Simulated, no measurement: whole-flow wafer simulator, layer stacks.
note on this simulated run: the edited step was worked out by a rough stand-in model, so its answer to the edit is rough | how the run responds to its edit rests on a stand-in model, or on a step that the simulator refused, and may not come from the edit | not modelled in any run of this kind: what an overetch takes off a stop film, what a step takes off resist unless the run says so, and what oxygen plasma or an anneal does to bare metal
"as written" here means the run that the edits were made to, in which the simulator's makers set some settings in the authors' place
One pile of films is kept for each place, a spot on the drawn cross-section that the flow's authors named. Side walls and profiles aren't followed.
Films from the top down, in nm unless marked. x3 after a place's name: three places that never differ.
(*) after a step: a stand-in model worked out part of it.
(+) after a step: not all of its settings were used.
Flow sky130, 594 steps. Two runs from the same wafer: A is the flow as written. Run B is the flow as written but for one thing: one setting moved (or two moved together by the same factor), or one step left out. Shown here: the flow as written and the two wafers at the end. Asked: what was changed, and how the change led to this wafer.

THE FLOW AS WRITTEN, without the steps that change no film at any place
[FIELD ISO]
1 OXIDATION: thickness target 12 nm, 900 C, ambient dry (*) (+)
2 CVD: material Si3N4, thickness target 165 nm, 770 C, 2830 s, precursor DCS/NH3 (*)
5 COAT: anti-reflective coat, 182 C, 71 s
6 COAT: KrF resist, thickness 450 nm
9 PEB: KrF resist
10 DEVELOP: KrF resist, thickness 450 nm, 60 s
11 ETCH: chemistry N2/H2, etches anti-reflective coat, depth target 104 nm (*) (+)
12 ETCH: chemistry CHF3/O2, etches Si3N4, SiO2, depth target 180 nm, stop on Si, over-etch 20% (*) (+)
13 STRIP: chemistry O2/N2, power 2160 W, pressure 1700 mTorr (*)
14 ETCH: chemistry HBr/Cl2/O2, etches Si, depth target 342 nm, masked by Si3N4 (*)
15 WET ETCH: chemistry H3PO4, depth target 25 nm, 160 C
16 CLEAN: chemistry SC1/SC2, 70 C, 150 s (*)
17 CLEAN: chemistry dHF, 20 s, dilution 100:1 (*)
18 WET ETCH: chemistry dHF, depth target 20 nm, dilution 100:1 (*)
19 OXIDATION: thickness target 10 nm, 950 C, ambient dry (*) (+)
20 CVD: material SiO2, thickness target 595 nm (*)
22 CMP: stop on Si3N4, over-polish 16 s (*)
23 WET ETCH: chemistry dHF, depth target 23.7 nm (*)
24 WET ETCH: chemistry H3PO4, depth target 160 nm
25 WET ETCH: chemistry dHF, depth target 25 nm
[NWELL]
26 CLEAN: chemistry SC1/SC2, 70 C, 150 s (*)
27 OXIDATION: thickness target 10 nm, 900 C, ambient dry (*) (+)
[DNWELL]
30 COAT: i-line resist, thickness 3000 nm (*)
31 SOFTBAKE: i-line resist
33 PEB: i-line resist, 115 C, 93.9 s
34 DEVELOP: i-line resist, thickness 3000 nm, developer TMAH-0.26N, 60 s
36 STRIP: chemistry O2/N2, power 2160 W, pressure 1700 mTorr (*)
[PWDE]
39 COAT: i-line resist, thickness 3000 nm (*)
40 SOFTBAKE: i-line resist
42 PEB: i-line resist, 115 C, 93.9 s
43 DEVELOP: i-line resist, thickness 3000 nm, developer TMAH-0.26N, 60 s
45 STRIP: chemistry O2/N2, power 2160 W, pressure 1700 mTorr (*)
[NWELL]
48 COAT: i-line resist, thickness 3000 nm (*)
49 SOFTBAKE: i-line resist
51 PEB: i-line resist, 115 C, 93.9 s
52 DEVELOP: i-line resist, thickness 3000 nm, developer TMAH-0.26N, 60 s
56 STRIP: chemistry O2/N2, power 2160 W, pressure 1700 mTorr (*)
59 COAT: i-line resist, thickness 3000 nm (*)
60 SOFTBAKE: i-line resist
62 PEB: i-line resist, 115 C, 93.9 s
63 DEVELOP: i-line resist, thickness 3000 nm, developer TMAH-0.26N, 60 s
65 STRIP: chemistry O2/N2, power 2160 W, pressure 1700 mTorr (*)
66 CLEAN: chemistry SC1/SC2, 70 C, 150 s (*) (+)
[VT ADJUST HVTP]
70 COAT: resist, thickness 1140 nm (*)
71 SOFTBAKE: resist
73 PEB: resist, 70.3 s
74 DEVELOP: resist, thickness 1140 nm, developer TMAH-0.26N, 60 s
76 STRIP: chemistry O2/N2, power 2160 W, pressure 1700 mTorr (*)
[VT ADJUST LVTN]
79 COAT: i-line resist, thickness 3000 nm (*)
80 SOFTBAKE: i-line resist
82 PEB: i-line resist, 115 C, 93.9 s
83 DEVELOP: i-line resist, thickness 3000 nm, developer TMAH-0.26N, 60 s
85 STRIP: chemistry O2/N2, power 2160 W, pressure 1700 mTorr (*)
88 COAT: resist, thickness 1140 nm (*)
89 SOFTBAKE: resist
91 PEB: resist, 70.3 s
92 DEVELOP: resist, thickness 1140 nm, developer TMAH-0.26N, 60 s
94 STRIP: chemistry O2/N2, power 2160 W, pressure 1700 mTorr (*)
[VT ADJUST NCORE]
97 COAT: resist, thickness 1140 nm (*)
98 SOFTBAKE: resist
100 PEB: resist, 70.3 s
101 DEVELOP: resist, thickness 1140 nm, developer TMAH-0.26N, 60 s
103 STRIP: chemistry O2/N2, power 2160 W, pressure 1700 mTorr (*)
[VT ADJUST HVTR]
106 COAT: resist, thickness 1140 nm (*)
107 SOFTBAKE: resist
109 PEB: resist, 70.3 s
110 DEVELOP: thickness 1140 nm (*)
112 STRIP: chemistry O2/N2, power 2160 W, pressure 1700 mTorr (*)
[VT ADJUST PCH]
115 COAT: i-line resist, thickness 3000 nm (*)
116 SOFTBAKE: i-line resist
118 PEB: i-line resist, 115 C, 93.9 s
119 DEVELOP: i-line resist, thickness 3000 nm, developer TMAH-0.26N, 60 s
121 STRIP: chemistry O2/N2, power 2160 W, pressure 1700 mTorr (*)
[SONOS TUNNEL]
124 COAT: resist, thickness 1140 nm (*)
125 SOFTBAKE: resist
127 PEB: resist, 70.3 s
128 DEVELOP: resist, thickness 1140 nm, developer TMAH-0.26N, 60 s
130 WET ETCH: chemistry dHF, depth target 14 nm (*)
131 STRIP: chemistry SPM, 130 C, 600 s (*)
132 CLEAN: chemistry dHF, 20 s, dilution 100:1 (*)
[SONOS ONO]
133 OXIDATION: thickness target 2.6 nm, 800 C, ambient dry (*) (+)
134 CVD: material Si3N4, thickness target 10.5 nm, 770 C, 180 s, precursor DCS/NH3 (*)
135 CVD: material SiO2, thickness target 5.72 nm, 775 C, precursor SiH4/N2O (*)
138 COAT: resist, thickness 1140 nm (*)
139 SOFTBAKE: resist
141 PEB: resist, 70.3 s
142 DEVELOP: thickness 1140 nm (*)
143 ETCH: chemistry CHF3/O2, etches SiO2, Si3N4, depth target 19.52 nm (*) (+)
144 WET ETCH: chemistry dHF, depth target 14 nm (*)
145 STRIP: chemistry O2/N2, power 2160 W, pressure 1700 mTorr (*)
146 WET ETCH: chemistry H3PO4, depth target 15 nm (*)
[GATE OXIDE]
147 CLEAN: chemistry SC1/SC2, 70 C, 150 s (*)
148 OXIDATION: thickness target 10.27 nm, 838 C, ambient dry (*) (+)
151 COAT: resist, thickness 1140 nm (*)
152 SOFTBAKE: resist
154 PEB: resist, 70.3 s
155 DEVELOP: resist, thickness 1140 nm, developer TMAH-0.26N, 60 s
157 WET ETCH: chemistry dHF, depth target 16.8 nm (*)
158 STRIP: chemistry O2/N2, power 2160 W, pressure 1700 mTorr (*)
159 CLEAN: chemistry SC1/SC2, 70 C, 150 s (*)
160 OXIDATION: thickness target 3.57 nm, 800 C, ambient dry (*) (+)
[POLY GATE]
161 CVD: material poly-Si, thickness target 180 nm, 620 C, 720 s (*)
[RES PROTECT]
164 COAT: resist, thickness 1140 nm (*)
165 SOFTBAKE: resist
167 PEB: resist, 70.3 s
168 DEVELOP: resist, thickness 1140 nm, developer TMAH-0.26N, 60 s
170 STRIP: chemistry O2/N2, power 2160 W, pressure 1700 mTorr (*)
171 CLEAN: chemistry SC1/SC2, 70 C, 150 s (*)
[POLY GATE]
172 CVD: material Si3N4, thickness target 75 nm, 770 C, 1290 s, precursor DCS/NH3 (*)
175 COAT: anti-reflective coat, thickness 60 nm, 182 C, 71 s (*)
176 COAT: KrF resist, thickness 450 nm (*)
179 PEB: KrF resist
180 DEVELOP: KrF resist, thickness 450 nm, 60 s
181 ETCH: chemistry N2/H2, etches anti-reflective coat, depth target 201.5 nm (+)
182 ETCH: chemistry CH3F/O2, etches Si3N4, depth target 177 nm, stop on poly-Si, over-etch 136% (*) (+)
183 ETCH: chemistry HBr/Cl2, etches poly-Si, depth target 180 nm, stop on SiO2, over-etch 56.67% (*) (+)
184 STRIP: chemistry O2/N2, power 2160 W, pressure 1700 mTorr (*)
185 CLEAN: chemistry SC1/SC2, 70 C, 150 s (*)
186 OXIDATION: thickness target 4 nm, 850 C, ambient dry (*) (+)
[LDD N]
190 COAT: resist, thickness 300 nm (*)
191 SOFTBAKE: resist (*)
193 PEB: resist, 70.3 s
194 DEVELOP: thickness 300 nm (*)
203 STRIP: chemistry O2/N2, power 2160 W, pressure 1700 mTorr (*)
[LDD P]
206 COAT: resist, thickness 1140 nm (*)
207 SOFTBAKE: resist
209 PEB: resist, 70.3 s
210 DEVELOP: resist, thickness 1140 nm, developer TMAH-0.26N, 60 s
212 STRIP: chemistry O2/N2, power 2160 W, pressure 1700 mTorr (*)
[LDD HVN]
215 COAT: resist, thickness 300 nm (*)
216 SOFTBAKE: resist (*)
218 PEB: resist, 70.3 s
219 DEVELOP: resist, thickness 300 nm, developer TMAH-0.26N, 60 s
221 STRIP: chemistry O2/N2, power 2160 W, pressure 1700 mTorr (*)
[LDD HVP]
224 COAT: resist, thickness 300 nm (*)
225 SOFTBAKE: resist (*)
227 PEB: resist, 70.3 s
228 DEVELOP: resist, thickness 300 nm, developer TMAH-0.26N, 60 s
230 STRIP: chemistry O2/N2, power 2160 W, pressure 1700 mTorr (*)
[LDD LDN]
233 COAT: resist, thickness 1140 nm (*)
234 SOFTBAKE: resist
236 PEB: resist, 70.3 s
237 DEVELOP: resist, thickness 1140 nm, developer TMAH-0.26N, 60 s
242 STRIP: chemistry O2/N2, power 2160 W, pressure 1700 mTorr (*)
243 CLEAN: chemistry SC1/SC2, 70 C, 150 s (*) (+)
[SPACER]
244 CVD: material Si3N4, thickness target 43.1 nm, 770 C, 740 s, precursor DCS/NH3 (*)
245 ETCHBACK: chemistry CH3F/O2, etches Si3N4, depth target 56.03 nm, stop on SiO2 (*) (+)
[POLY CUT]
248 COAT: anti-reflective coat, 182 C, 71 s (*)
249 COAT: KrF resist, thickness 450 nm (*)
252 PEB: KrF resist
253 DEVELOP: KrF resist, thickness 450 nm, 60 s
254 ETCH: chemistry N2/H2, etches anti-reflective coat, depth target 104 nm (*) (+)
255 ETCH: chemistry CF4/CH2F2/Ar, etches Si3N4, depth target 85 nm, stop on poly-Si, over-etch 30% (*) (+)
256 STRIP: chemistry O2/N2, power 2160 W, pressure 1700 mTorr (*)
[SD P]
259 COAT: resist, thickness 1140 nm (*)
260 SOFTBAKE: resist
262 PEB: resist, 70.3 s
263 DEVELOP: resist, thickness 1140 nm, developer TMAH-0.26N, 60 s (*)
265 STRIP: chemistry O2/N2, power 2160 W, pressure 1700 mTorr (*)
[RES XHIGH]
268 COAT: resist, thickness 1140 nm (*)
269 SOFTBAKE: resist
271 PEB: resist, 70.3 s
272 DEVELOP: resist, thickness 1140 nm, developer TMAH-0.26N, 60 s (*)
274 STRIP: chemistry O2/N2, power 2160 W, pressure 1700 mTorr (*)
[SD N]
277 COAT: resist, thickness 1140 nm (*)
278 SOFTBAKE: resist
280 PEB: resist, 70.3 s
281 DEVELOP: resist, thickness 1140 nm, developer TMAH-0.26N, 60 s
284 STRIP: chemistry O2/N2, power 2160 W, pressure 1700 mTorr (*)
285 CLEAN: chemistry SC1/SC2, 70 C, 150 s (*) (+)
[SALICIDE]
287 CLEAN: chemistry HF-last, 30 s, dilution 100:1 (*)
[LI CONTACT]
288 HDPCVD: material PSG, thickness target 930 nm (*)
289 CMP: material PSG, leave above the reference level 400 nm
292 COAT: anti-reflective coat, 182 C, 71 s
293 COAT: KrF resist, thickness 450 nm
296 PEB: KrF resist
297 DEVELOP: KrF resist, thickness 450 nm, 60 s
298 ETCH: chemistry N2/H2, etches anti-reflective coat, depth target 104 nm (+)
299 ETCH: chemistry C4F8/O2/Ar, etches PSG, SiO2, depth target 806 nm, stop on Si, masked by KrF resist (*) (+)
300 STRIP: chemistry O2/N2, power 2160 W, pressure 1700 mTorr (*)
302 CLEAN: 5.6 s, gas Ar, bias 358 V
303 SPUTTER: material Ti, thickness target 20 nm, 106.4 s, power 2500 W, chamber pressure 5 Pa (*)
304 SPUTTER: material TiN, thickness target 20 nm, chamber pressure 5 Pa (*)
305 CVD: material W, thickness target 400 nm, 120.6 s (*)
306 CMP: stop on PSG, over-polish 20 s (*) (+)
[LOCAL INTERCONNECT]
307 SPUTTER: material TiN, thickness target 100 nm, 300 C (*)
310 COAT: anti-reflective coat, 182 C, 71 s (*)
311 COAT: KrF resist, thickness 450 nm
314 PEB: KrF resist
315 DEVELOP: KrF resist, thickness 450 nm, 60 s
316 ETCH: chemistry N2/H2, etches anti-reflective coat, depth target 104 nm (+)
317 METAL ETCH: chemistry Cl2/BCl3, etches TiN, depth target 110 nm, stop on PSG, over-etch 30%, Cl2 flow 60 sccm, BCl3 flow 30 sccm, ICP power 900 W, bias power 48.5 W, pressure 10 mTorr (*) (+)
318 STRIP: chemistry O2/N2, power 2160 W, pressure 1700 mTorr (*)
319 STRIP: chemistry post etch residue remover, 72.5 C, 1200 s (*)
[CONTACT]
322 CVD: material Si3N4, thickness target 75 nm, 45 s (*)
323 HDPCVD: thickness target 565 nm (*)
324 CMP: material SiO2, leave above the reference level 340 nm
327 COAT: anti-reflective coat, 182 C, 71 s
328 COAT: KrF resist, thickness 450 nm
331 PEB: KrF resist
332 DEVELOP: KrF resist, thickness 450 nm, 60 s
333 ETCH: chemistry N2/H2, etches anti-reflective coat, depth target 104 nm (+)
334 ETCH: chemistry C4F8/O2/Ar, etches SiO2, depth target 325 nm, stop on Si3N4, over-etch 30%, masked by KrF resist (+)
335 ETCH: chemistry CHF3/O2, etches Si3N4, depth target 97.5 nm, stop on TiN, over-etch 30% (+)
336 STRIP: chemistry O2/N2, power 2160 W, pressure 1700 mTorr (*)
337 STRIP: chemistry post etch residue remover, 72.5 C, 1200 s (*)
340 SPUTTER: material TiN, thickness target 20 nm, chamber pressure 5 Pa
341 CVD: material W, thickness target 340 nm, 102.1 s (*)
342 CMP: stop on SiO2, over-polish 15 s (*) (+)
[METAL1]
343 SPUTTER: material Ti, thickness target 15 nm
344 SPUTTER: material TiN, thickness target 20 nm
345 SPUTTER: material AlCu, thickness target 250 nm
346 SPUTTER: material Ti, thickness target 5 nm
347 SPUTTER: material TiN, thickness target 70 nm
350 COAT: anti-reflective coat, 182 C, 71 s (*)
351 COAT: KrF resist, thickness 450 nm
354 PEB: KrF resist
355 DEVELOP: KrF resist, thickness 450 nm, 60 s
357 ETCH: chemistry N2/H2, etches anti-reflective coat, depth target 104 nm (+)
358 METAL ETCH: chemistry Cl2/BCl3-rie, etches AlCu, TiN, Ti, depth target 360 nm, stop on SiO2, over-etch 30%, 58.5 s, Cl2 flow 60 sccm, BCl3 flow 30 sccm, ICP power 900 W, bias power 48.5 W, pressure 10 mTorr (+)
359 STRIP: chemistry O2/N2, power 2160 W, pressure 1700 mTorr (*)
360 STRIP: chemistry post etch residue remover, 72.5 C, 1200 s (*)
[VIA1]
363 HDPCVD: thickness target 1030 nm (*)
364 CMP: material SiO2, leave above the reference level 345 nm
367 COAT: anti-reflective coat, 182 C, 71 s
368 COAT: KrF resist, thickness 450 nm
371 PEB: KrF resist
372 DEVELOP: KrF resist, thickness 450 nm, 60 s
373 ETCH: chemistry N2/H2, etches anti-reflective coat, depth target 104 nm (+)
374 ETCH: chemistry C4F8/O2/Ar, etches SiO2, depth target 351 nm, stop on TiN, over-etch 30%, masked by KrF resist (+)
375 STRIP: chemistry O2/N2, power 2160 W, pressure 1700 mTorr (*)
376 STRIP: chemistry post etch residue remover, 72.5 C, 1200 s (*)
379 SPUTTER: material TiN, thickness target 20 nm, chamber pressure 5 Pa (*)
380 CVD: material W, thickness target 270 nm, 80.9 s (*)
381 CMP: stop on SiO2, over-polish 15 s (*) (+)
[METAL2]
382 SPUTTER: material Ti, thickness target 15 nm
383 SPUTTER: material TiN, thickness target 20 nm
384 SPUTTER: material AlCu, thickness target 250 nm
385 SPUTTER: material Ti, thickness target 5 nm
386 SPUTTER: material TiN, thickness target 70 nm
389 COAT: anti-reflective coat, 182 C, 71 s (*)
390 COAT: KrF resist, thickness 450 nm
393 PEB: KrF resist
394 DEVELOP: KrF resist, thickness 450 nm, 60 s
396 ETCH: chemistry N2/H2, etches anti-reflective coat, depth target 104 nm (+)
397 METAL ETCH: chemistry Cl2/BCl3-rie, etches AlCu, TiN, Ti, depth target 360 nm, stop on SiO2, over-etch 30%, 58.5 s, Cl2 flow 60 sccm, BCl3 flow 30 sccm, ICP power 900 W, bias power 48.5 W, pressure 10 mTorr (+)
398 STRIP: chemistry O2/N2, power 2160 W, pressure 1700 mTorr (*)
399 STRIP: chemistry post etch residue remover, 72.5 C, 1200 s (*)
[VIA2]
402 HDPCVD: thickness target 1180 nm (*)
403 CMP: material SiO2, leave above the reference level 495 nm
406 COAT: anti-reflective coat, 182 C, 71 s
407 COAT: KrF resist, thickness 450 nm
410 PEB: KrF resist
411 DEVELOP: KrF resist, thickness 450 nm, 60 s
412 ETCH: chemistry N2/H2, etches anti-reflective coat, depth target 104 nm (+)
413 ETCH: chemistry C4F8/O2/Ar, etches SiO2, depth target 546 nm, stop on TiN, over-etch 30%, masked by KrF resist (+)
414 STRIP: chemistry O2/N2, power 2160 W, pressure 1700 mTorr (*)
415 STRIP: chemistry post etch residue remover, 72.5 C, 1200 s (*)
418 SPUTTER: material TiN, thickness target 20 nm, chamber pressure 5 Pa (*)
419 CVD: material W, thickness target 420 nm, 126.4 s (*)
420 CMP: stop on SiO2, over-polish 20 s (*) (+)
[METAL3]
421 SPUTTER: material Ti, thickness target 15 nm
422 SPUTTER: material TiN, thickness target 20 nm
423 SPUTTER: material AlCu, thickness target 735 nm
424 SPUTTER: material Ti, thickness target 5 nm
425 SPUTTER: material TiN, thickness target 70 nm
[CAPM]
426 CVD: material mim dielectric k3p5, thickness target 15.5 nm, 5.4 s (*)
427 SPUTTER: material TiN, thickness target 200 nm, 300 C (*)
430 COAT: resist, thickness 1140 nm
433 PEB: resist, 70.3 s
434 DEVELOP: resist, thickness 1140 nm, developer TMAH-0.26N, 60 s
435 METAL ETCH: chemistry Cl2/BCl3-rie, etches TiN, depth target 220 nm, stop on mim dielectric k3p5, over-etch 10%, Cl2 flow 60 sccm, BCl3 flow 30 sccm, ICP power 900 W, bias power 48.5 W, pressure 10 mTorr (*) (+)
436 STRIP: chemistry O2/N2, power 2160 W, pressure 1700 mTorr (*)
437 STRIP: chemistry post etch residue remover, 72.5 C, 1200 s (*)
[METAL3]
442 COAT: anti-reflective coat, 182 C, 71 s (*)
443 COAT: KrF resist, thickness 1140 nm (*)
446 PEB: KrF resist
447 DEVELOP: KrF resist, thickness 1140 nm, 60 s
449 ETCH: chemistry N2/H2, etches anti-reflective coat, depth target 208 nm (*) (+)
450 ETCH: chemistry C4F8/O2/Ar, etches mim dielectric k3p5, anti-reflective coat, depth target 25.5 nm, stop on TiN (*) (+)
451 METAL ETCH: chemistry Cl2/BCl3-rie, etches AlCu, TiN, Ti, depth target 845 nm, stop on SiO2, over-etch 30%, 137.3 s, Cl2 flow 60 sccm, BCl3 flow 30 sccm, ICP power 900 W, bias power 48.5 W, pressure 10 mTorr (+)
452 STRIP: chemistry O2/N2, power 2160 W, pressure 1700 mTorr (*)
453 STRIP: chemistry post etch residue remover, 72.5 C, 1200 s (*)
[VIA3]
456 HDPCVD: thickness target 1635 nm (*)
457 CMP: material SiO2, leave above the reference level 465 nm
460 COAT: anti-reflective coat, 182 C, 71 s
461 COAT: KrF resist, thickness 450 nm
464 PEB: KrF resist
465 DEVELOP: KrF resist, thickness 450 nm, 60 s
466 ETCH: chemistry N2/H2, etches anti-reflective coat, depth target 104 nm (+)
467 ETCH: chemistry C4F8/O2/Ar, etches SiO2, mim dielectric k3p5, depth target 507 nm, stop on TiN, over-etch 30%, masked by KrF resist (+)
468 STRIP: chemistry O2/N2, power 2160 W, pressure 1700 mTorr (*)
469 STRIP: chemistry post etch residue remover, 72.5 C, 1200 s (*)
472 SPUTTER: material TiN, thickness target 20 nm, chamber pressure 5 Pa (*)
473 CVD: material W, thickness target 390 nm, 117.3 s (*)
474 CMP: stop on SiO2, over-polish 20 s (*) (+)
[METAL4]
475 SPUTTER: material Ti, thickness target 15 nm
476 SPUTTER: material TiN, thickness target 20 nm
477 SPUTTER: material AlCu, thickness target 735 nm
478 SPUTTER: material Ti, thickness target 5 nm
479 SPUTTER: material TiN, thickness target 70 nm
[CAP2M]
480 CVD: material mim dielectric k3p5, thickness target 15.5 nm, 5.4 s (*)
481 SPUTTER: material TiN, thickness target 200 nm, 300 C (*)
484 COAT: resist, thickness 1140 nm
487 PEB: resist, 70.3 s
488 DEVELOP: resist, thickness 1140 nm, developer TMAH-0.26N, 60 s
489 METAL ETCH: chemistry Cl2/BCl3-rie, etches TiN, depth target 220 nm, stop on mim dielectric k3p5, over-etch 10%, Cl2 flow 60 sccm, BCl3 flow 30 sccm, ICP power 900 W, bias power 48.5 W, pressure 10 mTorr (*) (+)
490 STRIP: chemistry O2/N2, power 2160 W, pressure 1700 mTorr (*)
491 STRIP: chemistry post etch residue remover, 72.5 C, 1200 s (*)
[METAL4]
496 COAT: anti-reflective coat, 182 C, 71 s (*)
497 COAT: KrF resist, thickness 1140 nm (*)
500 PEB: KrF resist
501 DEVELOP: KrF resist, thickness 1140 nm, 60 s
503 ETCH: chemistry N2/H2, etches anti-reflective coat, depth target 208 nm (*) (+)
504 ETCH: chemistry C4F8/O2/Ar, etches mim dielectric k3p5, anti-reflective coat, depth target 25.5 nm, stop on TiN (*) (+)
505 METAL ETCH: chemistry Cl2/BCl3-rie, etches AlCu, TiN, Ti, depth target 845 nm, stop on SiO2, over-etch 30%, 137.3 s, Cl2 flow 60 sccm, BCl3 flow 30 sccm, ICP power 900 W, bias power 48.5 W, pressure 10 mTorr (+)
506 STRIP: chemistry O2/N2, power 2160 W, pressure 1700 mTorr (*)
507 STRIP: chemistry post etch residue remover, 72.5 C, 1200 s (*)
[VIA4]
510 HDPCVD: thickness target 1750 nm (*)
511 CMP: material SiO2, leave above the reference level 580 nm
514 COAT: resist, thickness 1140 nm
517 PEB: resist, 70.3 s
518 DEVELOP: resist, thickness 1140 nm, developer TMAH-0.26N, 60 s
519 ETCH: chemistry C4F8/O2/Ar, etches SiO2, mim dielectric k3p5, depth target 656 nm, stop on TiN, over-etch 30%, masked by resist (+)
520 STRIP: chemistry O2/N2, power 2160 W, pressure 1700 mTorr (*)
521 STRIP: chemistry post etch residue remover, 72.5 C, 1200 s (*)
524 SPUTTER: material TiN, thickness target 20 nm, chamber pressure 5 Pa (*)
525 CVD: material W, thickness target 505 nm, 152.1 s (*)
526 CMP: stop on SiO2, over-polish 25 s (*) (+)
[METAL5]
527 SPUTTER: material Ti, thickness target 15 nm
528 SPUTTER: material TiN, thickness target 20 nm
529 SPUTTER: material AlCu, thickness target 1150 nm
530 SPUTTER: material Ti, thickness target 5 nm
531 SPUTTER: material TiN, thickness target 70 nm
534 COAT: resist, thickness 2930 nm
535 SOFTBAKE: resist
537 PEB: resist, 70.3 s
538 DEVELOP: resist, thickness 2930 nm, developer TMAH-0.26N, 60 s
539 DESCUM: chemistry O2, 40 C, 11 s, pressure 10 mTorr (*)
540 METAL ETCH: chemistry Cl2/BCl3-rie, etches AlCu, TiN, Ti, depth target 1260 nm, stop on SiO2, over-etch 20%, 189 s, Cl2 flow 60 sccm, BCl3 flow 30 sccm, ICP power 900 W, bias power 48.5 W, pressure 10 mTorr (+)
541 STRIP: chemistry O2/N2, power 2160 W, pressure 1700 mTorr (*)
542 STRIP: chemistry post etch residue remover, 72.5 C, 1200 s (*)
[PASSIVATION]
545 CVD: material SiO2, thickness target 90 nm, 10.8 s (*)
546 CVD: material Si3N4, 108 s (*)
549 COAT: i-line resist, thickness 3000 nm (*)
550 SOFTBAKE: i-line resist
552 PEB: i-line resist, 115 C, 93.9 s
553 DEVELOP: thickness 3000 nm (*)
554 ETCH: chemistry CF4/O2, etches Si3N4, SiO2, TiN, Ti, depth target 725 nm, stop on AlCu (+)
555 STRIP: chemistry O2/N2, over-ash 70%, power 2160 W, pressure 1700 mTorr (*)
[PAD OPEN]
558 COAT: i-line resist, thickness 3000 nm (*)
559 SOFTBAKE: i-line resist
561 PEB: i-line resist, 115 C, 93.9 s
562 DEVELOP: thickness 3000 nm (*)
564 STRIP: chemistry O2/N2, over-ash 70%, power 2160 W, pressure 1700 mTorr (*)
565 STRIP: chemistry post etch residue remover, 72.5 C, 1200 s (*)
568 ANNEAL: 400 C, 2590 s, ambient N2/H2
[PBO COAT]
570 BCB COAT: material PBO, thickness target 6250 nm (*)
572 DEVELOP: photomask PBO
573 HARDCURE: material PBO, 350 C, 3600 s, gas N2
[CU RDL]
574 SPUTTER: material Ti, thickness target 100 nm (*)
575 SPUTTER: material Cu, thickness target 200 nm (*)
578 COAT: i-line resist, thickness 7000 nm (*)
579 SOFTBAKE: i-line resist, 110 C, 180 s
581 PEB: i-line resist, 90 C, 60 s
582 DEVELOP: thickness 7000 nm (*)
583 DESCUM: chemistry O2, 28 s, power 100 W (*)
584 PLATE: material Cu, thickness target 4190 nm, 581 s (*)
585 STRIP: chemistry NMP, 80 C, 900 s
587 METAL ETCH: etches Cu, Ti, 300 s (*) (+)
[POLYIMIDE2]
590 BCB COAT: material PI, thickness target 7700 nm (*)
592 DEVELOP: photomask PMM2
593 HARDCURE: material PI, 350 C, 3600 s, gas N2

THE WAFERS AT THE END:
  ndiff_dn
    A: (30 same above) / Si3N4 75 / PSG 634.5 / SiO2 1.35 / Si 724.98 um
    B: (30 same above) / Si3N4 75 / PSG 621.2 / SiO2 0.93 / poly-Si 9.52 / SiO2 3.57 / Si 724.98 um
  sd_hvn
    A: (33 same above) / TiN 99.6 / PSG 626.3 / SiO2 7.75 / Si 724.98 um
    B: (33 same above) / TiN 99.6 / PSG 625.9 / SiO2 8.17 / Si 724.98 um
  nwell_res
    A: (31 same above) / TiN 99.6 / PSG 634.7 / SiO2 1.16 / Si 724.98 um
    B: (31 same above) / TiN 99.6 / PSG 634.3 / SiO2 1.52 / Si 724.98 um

The cause: step 183, ETCH: depth target 130 nm was run, where the flow has depth target 180 nm.

How the change led to this, step by step:
  183 ETCH: chemistry HBr/Cl2, etches poly-Si, depth target 180 nm, stop on SiO2, over-etch 56.67% (*) (+)
      ndiff_dn: A poly-Si -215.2 (all of it), SiO2 -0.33 | B poly-Si -203.7
      n_well, gate, gate_hv and 74 more: A KrF resist -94 | B KrF resist -67.9
  184 STRIP: chemistry O2/N2, power 2160 W, pressure 1700 mTorr (*)
      ndiff_dn: A nothing | B chemical SiO2 +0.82 (new film), poly-Si -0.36
      dice_street, grade_field_poly: A KrF resist -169 (all of it), anti-reflective coat -60 (all of it) | B KrF resist -195.2 (all of it), anti-reflective coat -60 (all of it)
      (and at 75 more places)
  186 OXIDATION: thickness target 4 nm, 850 C, ambient dry (*) (+)
      ndiff_dn: A SiO2 +1.52, Si -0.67 | B SiO2 +4 (new film), chemical SiO2 -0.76 (all of it), poly-Si -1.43
  190 COAT: resist, thickness 300 nm (*)
      ndiff_dn: A resist +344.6 (new film) | B resist +333.7 (new film)
  203 STRIP: chemistry O2/N2, power 2160 W, pressure 1700 mTorr (*)
      ndiff_dn: A resist -340.4 (all of it) | B resist -329.6 (all of it)
  215 COAT: resist, thickness 300 nm (*)
      ndiff_dn: A resist +344.6 (new film) | B resist +333.7 (new film)
  221 STRIP: chemistry O2/N2, power 2160 W, pressure 1700 mTorr (*)
      ndiff_dn: A resist -340.4 (all of it) | B resist -329.6 (all of it)
  224 COAT: resist, thickness 300 nm (*)
      ndiff_dn: A resist +344.6 (new film) | B resist +333.7 (new film)
  230 STRIP: chemistry O2/N2, power 2160 W, pressure 1700 mTorr (*)
      ndiff_dn: A resist -340.4 (all of it) | B resist -329.6 (all of it)
  248 COAT: anti-reflective coat, 182 C, 71 s (*)
      field: A anti-reflective coat +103 (new film) | B anti-reflective coat +106 (new film)
      gate_p_g5v0: A anti-reflective coat +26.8 (new film) | B anti-reflective coat +27.5 (new film)
      (and at 2 more places)
  256 STRIP: chemistry O2/N2, power 2160 W, pressure 1700 mTorr (*)
      field: A KrF resist -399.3 (all of it), anti-reflective coat -103 (all of it) | B KrF resist -397.2 (all of it), anti-reflective coat -106 (all of it)
      gate_p_g5v0: A KrF resist -317.7 (all of it), anti-reflective coat -26.8 (all of it) | B KrF resist -317.7 (all of it), anti-reflective coat -27.5 (all of it)
      (and at 2 more places)
  289 CMP: material PSG, leave above the reference level 400 nm
      ndiff_dn: A PSG -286 | B PSG -299.4
